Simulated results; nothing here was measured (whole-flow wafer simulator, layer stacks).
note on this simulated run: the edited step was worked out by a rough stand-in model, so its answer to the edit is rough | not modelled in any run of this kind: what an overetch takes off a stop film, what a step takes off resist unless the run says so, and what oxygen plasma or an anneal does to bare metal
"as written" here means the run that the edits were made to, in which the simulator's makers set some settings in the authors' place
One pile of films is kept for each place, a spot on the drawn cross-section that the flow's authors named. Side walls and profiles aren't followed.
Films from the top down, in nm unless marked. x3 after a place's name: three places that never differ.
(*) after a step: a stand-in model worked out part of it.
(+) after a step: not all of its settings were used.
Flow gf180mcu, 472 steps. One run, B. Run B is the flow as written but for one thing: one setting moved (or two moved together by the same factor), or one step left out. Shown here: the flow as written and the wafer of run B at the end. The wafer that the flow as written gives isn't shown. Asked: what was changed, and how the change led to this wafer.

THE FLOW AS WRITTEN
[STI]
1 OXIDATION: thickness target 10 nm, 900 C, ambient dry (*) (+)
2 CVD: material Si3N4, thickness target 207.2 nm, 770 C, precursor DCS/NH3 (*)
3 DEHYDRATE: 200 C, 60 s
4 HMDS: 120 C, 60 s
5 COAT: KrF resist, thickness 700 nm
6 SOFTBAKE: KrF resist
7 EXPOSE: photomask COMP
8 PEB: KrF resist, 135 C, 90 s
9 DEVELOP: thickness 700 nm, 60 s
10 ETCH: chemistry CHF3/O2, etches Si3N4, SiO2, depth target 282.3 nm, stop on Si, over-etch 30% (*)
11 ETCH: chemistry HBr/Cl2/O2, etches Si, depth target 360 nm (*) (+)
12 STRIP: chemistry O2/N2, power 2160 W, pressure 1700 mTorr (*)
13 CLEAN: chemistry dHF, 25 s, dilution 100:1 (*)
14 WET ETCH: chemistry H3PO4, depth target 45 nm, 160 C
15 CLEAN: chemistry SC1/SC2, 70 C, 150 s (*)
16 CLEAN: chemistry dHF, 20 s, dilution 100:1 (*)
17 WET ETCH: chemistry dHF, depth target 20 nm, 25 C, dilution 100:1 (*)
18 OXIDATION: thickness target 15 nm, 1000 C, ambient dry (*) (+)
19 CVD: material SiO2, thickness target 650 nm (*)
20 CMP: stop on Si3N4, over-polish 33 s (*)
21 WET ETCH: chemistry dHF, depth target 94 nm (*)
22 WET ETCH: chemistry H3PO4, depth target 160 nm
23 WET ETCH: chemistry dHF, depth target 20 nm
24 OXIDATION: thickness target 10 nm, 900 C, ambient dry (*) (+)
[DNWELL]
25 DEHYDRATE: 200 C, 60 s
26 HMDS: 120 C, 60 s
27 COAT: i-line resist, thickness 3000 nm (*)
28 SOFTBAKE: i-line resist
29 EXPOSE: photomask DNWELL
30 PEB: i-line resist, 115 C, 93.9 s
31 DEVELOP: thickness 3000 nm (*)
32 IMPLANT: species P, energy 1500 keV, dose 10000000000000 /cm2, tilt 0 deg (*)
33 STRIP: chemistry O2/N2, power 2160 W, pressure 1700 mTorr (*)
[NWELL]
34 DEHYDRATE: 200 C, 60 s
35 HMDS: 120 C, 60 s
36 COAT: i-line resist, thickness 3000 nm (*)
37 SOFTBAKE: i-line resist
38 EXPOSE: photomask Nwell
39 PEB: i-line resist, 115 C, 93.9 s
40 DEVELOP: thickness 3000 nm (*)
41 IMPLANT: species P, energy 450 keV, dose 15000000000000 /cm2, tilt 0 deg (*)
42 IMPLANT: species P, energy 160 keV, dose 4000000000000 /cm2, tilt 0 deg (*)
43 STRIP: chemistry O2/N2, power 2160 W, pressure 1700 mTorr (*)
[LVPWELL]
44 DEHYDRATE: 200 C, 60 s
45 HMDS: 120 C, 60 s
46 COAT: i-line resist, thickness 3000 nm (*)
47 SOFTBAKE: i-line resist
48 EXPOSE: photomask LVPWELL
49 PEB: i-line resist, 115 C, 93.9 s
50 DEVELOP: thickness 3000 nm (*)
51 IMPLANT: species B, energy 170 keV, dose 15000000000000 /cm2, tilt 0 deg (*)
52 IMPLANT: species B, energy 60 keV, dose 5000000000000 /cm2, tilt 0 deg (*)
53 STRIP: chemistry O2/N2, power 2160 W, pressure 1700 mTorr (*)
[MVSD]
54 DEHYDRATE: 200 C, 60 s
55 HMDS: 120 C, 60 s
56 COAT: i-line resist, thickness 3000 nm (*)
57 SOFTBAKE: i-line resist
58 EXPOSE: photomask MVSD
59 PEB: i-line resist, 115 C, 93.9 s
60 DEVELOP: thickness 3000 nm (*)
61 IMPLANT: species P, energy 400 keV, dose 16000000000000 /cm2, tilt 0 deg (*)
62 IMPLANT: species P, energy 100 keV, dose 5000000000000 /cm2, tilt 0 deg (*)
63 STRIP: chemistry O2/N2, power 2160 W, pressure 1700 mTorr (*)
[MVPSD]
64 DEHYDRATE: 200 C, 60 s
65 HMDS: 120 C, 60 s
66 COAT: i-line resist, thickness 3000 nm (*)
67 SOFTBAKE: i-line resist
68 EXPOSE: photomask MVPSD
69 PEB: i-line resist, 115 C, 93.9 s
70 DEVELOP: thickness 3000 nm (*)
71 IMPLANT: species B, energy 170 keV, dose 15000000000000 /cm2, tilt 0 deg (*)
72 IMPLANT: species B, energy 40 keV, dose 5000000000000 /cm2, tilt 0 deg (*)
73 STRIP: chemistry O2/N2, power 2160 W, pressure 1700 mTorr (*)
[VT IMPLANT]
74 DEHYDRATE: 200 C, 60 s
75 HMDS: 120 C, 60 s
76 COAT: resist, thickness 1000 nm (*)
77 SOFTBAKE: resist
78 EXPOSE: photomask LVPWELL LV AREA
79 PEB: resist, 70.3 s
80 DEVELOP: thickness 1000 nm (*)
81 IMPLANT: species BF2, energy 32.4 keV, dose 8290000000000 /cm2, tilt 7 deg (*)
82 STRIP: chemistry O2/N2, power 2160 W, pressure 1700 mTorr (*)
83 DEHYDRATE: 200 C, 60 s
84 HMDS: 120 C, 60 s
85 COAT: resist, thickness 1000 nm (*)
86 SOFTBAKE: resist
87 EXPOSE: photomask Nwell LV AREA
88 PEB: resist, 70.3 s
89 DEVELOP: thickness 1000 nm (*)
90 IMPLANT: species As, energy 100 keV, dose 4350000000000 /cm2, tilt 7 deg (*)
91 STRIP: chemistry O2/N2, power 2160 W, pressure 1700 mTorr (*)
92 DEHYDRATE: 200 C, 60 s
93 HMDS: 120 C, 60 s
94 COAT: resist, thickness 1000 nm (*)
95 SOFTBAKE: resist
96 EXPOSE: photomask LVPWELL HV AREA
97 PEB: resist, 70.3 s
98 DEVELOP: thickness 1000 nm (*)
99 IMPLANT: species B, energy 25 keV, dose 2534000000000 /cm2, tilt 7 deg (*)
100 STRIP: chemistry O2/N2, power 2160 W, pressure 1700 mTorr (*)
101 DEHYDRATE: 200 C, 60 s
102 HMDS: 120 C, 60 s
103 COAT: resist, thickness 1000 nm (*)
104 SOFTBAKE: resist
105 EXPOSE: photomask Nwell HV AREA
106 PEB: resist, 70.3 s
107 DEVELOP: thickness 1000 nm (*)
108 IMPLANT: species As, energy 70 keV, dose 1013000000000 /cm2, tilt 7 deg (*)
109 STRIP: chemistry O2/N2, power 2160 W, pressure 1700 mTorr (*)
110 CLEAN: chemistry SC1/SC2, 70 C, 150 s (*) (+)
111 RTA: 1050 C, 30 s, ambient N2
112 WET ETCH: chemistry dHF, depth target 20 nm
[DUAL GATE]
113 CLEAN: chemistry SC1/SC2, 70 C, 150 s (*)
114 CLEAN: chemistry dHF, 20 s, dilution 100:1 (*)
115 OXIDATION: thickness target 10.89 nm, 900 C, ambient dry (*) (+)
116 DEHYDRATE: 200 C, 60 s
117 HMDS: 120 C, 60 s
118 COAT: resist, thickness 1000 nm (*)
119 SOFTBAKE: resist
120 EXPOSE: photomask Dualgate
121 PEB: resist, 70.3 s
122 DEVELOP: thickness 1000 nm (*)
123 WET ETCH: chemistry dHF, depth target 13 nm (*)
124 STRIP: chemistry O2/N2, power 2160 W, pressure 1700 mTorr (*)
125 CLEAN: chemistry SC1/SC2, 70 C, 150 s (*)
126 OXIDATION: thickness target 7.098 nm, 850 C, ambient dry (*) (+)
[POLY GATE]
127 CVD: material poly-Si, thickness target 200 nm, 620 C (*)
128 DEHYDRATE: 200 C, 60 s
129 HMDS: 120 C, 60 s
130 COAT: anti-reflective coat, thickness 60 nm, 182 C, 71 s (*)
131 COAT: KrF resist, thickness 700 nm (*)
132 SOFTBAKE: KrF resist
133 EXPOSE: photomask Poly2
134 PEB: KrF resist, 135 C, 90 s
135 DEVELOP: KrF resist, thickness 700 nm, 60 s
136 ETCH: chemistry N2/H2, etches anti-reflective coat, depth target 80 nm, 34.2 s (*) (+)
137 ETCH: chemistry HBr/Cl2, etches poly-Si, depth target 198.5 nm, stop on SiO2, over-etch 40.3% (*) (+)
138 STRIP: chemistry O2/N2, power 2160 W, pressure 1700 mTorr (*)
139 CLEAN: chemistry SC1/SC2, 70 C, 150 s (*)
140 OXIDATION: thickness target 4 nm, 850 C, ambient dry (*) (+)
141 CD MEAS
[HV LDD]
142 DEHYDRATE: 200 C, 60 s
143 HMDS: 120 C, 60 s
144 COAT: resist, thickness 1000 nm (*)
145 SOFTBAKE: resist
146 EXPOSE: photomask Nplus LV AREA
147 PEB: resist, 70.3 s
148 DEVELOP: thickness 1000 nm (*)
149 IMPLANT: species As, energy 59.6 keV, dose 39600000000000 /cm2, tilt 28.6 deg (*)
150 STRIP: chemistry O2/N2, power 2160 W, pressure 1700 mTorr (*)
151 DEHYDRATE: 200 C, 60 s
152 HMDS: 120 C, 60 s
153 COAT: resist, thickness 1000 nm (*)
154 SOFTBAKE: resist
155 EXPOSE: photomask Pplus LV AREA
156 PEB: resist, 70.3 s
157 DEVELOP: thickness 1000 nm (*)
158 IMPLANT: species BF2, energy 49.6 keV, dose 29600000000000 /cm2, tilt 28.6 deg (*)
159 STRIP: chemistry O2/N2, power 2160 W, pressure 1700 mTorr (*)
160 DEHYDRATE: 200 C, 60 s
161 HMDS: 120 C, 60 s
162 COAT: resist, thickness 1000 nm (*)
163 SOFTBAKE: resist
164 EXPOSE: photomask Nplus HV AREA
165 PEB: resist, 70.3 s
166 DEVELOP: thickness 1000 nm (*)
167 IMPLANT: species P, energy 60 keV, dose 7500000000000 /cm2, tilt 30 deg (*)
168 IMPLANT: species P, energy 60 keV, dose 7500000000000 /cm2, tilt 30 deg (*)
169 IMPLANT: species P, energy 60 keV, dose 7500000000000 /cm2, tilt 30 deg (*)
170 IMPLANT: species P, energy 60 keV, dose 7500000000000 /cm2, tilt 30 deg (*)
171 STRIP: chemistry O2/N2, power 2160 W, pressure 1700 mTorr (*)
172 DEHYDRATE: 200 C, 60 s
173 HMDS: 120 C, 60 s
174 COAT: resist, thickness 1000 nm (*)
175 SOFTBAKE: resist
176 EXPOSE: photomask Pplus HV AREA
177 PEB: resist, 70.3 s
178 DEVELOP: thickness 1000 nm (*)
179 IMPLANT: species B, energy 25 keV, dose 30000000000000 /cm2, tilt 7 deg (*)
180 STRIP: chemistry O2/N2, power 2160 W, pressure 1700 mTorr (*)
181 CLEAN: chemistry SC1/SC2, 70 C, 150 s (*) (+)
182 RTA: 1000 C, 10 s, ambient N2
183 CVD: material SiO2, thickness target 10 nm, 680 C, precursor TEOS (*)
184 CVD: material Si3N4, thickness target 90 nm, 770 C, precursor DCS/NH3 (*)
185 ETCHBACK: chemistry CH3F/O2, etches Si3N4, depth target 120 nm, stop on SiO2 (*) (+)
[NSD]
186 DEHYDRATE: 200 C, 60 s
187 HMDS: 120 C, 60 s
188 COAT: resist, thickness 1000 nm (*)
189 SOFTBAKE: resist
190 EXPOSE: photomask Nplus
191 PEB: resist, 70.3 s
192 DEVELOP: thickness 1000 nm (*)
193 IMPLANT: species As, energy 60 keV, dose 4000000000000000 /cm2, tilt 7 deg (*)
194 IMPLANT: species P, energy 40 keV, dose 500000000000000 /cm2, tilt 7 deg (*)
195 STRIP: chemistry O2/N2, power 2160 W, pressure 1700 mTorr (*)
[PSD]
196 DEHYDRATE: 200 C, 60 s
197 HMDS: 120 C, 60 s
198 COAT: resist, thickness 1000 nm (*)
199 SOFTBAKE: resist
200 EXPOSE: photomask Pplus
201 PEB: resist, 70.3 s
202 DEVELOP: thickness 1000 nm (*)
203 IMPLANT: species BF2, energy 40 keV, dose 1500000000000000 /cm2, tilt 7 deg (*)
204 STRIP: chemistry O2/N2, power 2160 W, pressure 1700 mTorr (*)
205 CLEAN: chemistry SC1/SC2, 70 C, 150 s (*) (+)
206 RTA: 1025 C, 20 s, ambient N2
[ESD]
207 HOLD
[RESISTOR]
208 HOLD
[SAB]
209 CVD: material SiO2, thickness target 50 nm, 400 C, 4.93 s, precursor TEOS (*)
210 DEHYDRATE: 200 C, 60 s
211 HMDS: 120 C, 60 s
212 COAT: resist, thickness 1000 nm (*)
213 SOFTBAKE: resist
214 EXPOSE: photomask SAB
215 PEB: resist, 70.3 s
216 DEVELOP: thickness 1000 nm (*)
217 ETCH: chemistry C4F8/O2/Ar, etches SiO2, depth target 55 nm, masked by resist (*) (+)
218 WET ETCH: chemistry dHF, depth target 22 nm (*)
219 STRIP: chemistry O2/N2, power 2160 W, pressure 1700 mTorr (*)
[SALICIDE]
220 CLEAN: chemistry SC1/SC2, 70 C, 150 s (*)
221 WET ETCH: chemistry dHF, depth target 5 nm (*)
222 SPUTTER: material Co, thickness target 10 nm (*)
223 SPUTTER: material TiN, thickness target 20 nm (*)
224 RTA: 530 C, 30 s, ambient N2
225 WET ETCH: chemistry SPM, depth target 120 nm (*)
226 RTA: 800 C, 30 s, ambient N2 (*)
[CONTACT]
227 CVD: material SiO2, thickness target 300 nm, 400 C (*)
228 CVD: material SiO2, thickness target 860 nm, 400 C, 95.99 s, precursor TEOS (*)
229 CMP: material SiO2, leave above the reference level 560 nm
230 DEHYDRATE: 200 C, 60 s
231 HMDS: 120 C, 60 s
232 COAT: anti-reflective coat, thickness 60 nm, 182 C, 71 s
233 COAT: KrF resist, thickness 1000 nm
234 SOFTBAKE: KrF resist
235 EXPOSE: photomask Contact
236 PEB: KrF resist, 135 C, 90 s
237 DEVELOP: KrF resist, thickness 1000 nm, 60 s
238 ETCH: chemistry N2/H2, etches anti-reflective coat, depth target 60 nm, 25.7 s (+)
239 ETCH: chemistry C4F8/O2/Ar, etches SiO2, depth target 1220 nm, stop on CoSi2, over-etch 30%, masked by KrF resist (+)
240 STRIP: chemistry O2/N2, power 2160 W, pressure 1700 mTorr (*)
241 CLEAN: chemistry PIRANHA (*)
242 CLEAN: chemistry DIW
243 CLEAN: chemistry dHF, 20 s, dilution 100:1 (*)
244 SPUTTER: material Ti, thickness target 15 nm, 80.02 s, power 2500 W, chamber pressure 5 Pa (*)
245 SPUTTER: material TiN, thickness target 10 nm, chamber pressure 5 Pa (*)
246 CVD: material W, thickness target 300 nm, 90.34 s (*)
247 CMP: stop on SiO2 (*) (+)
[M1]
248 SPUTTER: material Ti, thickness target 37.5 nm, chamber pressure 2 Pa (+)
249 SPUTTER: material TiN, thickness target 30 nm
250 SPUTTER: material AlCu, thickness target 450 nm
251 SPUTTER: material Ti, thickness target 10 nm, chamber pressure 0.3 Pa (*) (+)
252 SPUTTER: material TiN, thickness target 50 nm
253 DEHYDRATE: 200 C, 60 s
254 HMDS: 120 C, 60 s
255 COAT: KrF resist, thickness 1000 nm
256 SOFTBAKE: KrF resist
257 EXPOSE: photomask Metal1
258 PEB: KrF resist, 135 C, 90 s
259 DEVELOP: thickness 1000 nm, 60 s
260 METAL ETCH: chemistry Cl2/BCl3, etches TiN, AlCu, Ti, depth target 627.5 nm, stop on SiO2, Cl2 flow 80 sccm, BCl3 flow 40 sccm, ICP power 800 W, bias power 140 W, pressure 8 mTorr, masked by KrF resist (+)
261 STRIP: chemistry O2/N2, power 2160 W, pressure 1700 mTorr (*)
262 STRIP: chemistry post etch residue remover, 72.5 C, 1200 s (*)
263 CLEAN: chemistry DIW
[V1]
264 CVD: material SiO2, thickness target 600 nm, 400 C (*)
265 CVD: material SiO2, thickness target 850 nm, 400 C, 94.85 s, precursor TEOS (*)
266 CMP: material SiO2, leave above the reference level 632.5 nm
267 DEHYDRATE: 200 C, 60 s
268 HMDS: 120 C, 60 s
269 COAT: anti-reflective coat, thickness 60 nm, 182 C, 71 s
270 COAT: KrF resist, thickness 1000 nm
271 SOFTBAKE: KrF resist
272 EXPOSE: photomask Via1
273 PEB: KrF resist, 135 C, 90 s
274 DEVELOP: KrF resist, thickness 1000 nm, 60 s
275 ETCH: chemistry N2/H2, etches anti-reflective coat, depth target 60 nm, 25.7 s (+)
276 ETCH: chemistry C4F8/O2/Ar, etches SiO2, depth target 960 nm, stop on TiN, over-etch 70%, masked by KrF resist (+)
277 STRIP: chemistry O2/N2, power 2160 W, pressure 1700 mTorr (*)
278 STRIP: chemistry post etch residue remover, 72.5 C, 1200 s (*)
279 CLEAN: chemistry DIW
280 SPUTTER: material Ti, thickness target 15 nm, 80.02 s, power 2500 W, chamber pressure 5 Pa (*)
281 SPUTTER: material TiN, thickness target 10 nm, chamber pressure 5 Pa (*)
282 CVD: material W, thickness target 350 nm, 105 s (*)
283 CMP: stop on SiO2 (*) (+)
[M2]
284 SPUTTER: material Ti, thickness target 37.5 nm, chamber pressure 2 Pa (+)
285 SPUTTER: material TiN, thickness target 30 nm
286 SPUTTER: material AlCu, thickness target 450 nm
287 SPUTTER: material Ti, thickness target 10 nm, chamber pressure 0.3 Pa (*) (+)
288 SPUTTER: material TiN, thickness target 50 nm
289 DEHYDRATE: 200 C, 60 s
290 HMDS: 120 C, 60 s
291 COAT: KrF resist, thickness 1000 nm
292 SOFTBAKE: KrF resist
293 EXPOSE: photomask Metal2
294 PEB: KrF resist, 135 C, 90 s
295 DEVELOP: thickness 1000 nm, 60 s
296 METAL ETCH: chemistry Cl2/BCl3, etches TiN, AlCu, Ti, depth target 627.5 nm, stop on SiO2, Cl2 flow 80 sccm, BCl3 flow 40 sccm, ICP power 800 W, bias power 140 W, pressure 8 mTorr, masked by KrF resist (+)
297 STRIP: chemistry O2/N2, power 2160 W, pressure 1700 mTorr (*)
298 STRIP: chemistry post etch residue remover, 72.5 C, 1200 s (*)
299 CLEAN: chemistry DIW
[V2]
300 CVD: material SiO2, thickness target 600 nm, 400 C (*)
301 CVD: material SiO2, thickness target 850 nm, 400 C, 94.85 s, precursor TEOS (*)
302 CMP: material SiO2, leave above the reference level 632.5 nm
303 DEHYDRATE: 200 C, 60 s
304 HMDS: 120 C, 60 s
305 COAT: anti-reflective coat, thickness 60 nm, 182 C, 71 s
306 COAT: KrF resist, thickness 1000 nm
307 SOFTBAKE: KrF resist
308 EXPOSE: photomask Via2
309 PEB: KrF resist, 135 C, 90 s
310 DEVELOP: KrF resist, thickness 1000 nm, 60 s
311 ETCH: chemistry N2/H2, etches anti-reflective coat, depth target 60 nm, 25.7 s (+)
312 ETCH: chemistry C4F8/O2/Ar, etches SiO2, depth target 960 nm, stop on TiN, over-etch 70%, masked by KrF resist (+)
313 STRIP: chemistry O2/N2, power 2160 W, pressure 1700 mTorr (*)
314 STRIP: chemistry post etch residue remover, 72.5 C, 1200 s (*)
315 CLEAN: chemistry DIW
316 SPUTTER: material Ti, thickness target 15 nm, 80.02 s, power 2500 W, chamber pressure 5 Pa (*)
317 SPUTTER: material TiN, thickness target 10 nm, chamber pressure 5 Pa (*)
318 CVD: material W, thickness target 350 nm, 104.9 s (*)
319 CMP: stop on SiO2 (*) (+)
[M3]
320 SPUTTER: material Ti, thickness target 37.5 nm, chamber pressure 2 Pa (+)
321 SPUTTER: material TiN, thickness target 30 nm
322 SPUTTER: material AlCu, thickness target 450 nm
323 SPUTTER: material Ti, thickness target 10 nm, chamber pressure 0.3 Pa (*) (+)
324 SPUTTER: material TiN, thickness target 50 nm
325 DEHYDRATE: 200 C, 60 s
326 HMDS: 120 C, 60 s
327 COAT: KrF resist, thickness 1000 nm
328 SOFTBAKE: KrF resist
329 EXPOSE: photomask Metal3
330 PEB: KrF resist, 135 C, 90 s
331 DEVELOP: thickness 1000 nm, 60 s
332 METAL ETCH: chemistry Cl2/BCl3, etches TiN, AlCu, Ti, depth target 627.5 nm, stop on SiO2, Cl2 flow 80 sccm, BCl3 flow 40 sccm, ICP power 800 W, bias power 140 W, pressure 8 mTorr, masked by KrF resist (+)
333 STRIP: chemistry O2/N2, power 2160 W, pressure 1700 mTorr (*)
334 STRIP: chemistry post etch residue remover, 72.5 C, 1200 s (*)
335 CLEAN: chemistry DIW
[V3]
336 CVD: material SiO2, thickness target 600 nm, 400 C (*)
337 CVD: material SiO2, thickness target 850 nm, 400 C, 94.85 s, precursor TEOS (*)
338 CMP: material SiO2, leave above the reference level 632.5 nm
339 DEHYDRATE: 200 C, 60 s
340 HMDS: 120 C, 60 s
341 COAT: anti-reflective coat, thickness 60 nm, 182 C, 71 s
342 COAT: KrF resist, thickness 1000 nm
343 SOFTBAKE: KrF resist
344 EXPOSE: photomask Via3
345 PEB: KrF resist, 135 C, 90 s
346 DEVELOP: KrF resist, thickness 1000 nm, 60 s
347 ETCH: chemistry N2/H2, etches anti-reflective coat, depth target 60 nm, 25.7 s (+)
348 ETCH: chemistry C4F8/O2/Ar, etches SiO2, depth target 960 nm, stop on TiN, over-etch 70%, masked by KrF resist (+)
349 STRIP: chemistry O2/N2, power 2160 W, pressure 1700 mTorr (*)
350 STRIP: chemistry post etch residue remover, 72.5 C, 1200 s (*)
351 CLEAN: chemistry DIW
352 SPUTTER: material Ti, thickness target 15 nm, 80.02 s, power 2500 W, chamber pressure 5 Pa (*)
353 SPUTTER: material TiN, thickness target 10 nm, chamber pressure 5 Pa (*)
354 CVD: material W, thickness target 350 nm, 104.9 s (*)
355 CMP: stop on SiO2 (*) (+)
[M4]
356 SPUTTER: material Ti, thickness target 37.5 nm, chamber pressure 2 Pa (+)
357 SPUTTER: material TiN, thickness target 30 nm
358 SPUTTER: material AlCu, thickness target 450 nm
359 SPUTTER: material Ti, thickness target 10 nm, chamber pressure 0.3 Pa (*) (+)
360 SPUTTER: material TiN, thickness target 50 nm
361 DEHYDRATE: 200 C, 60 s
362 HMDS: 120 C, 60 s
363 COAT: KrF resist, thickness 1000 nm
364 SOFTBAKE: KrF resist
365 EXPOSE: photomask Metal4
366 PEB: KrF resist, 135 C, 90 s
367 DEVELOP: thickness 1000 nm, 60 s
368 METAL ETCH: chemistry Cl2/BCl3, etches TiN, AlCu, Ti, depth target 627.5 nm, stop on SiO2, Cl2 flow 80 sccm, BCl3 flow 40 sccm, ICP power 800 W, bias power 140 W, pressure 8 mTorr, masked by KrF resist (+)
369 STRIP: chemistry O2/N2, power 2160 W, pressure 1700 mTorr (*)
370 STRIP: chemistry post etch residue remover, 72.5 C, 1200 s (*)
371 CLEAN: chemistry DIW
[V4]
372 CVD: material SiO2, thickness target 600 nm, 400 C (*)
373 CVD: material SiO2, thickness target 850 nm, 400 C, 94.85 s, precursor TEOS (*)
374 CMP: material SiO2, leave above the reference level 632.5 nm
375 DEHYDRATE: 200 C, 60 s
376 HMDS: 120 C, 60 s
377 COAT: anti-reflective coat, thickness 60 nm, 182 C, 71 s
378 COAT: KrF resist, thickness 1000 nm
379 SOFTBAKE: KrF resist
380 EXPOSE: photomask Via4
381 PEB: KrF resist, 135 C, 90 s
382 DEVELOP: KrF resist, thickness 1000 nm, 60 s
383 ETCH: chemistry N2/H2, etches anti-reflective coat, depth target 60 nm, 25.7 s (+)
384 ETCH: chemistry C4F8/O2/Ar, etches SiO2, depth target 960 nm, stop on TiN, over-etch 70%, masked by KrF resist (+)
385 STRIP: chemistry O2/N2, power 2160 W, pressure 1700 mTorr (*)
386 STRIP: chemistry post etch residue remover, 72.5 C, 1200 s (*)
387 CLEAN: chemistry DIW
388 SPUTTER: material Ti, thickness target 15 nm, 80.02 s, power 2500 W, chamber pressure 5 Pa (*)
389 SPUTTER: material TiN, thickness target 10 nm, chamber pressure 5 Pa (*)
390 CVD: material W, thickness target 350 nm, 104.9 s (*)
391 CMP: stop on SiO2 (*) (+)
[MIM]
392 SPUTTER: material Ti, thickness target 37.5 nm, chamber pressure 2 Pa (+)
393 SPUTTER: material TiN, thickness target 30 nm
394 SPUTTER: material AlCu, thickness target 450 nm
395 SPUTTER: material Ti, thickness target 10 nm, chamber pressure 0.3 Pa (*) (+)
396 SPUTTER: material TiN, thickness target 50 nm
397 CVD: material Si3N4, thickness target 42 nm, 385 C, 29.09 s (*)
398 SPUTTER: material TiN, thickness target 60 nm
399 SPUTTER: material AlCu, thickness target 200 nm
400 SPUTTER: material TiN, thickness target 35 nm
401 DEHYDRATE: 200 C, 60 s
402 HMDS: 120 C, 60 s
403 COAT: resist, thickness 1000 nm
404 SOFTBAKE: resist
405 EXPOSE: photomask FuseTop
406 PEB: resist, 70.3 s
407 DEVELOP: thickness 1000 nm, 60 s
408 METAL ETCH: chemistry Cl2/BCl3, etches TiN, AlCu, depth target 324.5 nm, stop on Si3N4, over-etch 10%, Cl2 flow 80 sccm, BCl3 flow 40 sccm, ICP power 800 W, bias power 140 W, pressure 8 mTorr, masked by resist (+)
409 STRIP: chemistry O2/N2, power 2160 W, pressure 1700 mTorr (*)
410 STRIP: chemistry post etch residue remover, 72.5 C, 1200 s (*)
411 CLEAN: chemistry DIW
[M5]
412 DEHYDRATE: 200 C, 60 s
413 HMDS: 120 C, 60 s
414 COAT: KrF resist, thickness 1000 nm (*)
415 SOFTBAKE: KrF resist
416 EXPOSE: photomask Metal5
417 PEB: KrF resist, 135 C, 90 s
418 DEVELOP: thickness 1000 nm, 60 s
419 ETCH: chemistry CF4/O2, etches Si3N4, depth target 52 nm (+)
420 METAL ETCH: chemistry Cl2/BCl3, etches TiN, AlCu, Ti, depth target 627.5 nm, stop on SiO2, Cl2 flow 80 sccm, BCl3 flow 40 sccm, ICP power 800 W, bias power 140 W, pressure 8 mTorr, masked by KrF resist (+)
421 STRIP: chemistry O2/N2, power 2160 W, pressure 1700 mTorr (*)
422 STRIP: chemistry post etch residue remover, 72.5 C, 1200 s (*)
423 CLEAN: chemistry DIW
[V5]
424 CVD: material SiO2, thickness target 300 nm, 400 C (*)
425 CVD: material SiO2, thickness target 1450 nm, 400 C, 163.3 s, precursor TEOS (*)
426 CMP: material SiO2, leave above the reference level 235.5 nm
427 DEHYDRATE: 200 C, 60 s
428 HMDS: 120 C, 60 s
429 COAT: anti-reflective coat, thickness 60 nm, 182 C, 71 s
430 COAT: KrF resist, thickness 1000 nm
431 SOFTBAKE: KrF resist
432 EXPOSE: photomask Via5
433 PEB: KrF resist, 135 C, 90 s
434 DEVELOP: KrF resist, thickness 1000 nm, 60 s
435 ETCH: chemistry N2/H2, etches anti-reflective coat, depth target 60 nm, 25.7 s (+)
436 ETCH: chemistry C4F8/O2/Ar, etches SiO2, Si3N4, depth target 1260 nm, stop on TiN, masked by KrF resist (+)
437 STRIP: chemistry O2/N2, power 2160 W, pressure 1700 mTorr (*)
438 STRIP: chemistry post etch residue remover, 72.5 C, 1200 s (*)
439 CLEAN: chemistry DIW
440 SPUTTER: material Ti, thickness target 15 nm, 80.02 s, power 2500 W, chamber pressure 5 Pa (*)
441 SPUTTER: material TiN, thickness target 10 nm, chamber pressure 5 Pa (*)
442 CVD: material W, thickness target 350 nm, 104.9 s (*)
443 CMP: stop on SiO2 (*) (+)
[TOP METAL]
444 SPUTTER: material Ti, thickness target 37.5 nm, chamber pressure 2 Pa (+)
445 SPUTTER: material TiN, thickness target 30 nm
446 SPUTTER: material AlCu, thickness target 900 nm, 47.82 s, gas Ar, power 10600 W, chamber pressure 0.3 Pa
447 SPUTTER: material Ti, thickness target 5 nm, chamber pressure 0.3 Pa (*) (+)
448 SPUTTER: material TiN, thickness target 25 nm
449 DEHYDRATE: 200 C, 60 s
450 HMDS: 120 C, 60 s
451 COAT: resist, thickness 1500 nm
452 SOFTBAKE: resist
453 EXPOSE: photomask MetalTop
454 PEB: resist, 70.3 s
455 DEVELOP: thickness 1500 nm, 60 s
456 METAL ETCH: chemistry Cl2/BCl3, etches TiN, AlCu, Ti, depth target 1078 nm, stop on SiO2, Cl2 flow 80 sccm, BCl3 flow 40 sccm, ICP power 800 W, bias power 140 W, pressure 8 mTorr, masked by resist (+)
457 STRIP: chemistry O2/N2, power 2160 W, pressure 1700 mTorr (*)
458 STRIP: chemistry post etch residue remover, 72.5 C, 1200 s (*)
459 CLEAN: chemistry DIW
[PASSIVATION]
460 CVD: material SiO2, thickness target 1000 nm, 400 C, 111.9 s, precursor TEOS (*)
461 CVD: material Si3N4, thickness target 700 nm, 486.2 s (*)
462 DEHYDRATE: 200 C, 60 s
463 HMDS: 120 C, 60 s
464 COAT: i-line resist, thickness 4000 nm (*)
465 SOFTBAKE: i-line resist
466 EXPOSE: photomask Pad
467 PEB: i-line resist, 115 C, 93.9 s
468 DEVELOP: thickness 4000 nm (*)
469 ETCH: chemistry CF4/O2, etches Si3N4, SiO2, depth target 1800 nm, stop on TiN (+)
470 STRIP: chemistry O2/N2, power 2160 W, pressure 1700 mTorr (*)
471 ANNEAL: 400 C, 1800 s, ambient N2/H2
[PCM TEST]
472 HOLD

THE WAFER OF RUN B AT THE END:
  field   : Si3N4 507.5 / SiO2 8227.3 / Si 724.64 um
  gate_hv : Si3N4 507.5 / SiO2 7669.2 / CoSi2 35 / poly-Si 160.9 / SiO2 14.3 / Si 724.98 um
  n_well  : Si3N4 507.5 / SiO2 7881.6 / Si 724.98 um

The cause: step 461, CVD: thickness target 508 nm was run, where the flow has thickness target 700 nm; step 461, CVD: 352.5 s was run, where the flow has 486.2 s.

How the change led to this, step by step:
  461 CVD: material Si3N4, thickness target 700 nm, 486.2 s (*)
      field, field__w1, field__w2 and 109 more: Si3N4 +507.5 (new film) (as written it would be: Si3N4 +700 (new film))
  465 SOFTBAKE: i-line resist
      field__w11, field__w13: i-line resist +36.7 (as written it would be: i-line resist +37.6)
      mim, ppoly_u: i-line resist +36.6 (as written it would be: i-line resist +37.5)
      (and at 40 more places)
  469 ETCH: chemistry CF4/O2, etches Si3N4, SiO2, depth target 1800 nm, stop on TiN (+)
      pad: Si3N4 -507.5 (all of it), SiO2 -1000 (all of it) (as written it would be: Si3N4 -700 (all of it), SiO2 -1000 (all of it))
